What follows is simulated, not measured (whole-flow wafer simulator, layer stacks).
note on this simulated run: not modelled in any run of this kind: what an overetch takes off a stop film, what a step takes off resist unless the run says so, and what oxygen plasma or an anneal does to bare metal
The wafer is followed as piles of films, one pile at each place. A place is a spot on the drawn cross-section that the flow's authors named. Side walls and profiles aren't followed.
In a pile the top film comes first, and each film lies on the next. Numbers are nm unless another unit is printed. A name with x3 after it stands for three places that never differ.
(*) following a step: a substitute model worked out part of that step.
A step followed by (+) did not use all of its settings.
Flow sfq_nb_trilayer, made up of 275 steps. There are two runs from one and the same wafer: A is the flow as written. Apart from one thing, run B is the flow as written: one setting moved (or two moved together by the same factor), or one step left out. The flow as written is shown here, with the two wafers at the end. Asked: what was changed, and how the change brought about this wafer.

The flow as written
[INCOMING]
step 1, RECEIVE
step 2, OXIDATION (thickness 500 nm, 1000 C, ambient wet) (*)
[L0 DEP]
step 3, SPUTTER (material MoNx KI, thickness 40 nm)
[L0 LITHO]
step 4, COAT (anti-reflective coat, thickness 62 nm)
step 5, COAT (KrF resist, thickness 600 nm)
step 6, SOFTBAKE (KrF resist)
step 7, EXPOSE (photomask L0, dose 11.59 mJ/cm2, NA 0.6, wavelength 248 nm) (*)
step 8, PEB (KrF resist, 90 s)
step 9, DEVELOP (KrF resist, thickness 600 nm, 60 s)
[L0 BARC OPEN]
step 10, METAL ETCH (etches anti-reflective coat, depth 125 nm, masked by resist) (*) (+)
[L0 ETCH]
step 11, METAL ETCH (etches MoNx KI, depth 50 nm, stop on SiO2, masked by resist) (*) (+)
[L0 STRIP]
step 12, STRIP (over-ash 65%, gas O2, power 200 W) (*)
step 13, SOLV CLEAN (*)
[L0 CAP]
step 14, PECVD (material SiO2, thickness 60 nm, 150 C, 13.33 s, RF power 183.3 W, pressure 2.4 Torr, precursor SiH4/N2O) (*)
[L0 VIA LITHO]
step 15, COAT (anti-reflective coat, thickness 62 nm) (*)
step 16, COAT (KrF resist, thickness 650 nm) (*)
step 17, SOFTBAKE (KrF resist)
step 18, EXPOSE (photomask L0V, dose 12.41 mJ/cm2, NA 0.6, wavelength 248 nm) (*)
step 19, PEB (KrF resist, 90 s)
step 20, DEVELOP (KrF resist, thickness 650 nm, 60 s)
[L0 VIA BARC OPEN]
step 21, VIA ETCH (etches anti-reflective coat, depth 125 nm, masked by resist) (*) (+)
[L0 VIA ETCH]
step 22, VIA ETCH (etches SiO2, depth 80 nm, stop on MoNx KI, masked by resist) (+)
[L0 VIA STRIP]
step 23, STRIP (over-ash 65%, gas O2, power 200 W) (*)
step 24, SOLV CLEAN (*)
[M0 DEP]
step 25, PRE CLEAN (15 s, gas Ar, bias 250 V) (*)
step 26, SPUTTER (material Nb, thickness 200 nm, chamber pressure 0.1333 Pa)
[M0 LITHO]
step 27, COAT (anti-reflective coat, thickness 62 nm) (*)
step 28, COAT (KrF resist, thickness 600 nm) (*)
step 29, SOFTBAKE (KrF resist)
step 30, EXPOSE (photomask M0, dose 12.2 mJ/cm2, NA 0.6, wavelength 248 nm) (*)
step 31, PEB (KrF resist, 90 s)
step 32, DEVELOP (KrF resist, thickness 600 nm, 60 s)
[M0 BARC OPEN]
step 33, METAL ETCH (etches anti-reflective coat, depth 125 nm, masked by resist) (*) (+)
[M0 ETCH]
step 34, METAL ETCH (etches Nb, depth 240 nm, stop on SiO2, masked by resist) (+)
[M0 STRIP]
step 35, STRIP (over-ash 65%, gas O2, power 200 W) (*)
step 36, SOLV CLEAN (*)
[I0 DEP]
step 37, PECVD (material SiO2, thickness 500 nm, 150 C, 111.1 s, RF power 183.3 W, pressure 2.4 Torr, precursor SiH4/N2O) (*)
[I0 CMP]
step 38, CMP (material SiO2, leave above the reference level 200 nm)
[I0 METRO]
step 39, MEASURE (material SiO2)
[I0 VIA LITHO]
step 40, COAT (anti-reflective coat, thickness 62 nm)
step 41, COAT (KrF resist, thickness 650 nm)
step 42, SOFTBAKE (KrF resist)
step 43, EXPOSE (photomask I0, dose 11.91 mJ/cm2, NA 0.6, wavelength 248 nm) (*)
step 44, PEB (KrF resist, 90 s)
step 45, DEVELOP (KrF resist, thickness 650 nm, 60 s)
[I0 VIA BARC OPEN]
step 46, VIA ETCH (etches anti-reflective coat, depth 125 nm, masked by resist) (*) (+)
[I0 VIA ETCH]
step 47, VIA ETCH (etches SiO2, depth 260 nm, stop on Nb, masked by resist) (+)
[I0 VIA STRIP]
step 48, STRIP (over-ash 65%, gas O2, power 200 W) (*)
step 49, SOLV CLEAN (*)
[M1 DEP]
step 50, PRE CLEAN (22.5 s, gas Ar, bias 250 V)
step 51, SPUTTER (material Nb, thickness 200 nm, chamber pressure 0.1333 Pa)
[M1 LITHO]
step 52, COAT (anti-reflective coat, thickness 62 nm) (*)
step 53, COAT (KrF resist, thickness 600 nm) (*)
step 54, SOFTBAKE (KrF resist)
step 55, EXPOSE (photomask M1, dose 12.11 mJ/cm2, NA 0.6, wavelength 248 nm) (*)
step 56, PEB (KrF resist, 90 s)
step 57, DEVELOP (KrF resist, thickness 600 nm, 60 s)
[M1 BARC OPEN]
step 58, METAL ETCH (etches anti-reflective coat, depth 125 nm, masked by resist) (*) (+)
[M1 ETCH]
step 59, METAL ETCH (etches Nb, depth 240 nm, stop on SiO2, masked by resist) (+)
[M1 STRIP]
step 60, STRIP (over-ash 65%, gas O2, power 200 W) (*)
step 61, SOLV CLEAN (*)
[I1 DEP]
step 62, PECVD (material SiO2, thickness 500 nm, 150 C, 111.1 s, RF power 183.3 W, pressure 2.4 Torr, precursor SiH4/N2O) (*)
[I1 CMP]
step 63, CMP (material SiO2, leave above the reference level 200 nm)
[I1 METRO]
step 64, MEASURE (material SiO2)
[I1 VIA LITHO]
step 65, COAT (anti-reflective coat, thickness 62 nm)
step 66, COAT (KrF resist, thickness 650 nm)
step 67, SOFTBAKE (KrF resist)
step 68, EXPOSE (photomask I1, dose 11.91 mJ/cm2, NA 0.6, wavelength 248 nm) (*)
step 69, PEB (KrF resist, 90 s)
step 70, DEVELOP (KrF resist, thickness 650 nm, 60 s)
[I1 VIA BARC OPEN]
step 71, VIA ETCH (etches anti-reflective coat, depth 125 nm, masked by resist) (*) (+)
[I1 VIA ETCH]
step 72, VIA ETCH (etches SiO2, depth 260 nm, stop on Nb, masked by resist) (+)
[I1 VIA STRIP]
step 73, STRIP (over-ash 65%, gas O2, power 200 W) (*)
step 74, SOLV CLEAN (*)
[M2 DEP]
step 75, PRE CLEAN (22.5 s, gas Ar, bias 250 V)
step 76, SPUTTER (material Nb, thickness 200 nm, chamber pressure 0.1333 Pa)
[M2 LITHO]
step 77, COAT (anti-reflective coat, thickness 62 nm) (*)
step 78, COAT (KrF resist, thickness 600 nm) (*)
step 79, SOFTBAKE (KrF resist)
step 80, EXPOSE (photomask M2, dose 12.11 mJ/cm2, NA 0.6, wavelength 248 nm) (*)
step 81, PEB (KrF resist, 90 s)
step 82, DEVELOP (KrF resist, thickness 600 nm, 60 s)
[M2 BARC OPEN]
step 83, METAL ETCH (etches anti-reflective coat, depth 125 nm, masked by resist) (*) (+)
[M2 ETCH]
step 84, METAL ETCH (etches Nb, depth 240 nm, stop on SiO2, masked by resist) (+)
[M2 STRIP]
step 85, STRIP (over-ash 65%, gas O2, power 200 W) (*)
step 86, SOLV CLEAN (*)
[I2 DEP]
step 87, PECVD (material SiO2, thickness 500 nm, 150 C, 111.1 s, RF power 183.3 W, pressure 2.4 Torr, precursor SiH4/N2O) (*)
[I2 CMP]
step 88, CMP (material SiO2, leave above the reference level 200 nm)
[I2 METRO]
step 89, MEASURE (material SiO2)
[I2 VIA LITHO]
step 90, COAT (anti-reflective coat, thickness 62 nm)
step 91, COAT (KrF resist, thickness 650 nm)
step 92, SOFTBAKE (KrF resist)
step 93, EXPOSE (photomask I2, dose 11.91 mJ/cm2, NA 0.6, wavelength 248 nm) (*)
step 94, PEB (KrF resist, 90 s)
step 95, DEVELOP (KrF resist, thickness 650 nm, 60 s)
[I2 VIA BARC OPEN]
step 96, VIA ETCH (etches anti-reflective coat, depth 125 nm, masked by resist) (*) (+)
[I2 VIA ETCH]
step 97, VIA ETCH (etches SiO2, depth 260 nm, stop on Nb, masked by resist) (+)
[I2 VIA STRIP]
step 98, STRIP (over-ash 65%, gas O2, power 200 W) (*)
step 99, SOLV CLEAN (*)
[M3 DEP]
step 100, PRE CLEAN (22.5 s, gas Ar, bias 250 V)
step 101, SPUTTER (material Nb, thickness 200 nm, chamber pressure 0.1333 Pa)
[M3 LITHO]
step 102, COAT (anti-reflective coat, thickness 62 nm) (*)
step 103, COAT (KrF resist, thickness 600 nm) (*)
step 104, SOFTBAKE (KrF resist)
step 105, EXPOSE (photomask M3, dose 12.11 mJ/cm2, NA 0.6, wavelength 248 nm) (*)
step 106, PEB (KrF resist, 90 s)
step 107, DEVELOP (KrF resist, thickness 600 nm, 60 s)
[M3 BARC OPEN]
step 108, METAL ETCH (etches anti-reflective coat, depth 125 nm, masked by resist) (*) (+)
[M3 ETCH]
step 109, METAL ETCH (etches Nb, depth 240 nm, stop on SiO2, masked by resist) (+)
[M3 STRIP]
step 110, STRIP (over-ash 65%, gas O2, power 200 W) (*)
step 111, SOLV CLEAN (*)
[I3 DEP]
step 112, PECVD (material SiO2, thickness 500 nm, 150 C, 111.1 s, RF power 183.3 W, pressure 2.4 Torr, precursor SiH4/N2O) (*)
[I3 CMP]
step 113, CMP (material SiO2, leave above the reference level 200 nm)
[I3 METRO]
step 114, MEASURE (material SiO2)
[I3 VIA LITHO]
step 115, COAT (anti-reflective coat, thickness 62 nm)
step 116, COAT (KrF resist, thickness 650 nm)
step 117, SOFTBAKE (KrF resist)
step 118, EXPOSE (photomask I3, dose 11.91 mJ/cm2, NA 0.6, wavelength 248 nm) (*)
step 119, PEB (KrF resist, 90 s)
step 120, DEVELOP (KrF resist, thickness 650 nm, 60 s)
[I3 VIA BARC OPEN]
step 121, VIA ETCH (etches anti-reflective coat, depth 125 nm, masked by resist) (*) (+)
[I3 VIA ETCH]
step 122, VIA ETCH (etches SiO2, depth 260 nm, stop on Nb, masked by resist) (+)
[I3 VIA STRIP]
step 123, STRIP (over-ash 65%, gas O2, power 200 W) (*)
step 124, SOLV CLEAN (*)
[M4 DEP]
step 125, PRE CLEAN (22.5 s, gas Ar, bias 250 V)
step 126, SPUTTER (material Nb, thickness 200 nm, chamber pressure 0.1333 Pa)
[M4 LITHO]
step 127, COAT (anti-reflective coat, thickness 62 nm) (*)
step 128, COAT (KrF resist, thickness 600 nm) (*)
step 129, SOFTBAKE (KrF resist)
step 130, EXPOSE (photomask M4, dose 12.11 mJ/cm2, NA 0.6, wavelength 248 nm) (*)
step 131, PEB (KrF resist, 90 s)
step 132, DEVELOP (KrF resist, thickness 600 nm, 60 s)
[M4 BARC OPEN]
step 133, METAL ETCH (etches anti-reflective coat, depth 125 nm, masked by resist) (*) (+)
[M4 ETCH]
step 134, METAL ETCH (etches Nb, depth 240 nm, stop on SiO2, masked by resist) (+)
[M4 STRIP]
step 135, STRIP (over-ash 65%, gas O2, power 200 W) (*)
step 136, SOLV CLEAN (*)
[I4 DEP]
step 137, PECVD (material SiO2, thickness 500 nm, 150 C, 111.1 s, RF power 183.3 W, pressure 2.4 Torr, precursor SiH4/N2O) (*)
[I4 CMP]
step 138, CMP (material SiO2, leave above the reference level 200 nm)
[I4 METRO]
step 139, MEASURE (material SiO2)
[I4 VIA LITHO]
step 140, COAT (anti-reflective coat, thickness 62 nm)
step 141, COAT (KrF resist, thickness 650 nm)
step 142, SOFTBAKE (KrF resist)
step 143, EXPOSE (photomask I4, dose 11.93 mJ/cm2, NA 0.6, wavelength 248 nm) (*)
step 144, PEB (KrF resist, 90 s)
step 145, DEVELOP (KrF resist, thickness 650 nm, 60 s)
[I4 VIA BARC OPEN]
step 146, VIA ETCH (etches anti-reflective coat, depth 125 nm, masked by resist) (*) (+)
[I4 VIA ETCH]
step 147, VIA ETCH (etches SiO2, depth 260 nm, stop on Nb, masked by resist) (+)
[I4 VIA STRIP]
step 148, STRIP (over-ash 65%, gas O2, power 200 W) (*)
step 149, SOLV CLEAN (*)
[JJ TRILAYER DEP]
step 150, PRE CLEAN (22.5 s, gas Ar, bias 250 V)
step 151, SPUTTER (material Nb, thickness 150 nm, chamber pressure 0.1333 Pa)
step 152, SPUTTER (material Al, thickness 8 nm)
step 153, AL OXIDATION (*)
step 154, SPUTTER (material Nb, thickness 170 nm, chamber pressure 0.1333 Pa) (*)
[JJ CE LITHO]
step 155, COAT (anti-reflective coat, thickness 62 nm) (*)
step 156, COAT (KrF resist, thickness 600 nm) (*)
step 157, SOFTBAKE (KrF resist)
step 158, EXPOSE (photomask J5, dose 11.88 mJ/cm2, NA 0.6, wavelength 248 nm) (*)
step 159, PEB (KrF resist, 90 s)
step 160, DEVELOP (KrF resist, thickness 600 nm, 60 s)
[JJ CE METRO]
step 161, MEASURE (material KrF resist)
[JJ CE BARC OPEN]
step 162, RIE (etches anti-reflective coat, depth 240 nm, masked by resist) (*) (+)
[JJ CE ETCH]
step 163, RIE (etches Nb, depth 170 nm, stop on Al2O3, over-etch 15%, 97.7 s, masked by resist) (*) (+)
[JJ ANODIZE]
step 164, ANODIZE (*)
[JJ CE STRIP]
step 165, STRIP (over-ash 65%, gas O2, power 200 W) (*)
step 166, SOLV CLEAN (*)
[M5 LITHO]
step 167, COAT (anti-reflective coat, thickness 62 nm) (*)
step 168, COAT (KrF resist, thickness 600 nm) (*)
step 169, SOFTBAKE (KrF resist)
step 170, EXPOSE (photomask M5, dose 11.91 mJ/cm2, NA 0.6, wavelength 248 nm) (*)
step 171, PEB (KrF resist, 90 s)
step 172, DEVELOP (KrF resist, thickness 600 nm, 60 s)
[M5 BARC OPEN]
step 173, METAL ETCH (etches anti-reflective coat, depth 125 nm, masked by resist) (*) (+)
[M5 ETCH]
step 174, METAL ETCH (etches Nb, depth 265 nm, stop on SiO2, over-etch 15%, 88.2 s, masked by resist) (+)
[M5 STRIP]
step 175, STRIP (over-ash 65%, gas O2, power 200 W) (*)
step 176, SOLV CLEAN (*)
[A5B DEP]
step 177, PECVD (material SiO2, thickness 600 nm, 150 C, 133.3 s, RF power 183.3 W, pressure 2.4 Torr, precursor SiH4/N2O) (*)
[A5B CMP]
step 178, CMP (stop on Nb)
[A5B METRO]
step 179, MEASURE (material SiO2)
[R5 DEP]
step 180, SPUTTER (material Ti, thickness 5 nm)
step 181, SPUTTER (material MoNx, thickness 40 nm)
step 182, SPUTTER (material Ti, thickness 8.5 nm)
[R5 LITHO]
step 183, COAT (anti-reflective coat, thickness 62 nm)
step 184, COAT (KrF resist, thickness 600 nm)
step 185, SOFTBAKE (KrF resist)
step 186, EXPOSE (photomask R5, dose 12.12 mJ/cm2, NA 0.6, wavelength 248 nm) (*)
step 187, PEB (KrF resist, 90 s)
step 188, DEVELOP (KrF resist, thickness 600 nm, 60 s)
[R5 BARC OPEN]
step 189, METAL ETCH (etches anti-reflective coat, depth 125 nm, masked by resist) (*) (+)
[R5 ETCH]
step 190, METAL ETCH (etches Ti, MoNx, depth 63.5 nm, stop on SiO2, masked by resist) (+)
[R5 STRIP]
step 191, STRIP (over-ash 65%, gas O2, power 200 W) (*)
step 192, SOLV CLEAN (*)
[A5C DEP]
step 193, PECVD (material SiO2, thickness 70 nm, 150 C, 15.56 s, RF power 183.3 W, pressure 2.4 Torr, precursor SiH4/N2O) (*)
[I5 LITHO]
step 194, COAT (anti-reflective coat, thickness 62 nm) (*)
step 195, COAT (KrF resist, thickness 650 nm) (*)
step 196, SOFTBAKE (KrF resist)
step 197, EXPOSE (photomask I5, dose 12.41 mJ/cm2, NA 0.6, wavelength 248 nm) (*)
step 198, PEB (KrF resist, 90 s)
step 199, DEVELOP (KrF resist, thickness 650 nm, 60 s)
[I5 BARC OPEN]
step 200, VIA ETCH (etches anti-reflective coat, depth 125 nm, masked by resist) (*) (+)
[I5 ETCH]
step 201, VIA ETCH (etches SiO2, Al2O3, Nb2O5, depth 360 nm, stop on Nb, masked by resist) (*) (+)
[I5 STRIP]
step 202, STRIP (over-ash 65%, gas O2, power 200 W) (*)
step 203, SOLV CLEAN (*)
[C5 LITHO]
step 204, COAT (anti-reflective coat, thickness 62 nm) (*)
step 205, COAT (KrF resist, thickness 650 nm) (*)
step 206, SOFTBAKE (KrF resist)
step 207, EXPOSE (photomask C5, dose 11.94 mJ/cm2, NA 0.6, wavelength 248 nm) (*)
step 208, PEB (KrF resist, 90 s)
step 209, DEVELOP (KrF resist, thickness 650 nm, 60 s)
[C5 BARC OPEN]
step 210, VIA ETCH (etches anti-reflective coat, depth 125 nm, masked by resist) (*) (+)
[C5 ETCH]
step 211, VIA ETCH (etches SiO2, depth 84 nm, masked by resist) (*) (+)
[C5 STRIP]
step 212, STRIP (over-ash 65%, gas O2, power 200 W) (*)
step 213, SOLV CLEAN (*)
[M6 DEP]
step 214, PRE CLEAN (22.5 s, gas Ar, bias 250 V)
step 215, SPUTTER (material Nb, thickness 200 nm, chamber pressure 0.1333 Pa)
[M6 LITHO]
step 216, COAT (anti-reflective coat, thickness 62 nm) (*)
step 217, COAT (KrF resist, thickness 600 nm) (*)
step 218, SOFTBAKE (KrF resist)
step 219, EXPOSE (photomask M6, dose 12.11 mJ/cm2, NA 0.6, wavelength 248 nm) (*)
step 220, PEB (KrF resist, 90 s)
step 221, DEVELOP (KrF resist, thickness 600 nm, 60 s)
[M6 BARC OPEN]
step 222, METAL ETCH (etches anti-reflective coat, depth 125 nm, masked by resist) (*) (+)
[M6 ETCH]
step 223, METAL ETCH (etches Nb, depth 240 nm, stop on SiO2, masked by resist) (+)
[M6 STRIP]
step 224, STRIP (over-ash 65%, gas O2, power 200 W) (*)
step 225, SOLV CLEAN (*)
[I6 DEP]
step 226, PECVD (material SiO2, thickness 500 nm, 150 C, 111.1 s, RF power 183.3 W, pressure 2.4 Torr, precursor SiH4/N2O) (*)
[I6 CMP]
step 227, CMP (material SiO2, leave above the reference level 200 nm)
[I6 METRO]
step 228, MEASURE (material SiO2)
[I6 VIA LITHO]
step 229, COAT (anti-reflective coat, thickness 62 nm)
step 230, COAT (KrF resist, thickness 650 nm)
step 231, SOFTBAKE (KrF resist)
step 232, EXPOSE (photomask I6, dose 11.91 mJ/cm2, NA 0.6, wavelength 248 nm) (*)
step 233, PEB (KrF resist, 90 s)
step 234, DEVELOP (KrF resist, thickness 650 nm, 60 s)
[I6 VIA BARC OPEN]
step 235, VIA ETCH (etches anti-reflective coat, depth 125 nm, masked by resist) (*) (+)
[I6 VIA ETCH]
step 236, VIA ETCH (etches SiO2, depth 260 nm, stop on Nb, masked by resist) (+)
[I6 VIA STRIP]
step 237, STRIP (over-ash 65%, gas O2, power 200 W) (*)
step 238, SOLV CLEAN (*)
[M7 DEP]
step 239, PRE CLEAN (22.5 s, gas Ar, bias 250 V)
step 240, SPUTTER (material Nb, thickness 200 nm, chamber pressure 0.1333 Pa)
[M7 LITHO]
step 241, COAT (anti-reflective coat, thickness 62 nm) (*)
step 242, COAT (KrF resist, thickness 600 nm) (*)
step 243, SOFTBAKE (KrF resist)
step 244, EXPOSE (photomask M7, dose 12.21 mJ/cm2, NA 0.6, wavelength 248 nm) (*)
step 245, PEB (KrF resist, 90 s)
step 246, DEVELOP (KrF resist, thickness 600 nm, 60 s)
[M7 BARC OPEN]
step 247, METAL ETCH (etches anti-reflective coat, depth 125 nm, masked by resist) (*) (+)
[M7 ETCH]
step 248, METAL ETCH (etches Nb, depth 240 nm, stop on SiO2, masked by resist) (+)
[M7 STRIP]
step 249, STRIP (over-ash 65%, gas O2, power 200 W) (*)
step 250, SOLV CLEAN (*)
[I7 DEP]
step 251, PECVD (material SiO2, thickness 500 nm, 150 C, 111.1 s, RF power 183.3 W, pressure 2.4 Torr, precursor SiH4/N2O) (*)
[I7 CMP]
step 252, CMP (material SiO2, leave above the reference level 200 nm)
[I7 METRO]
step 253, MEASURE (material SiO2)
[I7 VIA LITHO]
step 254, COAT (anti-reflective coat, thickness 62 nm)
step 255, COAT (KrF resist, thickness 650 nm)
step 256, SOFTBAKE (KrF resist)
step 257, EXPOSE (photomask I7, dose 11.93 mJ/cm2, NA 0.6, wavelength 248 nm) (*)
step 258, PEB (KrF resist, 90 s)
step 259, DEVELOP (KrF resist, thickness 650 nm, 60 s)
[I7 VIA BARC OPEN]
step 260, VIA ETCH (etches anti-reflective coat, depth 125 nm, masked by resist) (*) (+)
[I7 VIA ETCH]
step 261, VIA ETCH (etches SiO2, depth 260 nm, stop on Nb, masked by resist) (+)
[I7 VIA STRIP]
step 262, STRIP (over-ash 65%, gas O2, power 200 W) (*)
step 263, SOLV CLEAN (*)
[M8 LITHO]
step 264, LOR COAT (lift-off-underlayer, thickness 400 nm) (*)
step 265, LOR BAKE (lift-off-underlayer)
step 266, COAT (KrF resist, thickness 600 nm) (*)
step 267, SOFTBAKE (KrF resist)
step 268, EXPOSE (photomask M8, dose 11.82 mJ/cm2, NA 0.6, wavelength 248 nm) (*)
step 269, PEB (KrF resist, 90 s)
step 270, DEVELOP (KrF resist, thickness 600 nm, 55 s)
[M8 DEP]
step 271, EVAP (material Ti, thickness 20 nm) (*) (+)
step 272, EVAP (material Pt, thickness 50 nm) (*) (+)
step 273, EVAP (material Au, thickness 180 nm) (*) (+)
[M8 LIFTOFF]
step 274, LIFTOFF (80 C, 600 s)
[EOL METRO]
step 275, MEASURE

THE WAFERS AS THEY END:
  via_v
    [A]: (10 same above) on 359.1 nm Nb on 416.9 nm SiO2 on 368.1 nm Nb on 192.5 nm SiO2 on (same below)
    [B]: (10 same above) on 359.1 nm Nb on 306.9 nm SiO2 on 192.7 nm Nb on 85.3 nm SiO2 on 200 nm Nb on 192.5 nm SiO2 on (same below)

The reason: step 72, VIA ETCH: depth 107 nm was run, though the flow has depth 260 nm.

The path from the change to this, step by step:
  step 72, VIA ETCH (etches SiO2, depth 260 nm, stop on Nb, masked by resist) (+)
      via_v: A SiO2 loses 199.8 (all of it) | B SiO2 loses 107
      field_l, v_sur, via_wl and 102 more: A KrF resist loses 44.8 | B KrF resist loses 18.4
  step 73, STRIP (over-ash 65%, gas O2, power 200 W) (*)
      field_l, v_sur, via_wl and 102 more: A KrF resist loses 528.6 (all of it), anti-reflective coat loses 62 (all of it) | B KrF resist loses 555 (all of it), anti-reflective coat loses 62 (all of it)
  step 75, PRE CLEAN (22.5 s, gas Ar, bias 250 V)
      via_v: A Nb loses 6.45 | B SiO2 loses 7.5
  step 76, SPUTTER (material Nb, thickness 200 nm, chamber pressure 0.1333 Pa)
      via_v: A Nb gains 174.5 | B Nb gains 192.7 (new film)
  step 77, COAT (anti-reflective coat, thickness 62 nm) (*)
      via_sp: A anti-reflective coat gains 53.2 (new film) | B anti-reflective coat gains 52.1 (new film)
      via_v: A anti-reflective coat gains 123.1 (new film) | B anti-reflective coat gains 106.3 (new film)
      (and at 1 other place as well)
  step 78, COAT (KrF resist, thickness 600 nm) (*)
      via_v: A KrF resist gains 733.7 (new film) | B KrF resist gains 654.6 (new film)
  step 85, STRIP (over-ash 65%, gas O2, power 200 W) (*)
      via_sp: A KrF resist loses 374.4 (all of it), anti-reflective coat loses 53.2 (all of it) | B KrF resist loses 382.6 (all of it), anti-reflective coat loses 52.1 (all of it)
      via_v: A KrF resist loses 515.8 (all of it), anti-reflective coat loses 123.1 (all of it) | B KrF resist loses 436.9 (all of it), anti-reflective coat loses 106.3 (all of it)
      (and at 1 other place as well)
  step 87, PECVD (material SiO2, thickness 500 nm, 150 C, 111.1 s, RF power 183.3 W, pressure 2.4 Torr, precursor SiH4/N2O) (*)
      via_v: A SiO2 gains 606 (new film) | B SiO2 gains 500 (new film)
  step 88, CMP (material SiO2, leave above the reference level 200 nm)
      via_v: A SiO2 loses 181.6 | B SiO2 loses 185.6
If metal films that touch count as one body, via_v has 7 bodies (between them, from the top down: SiO2 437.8; SiO2 209 / Al2O3 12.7 / Nb2O5 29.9; SiO2 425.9; SiO2 306.9; SiO2 85.3; SiO2 192.5); the flow as written gives 6 bodies (between them, from the top down: SiO2 437.8; SiO2 209 / Al2O3 12.7 / Nb2O5 29.9; SiO2 425.9; SiO2 416.9; SiO2 192.5).
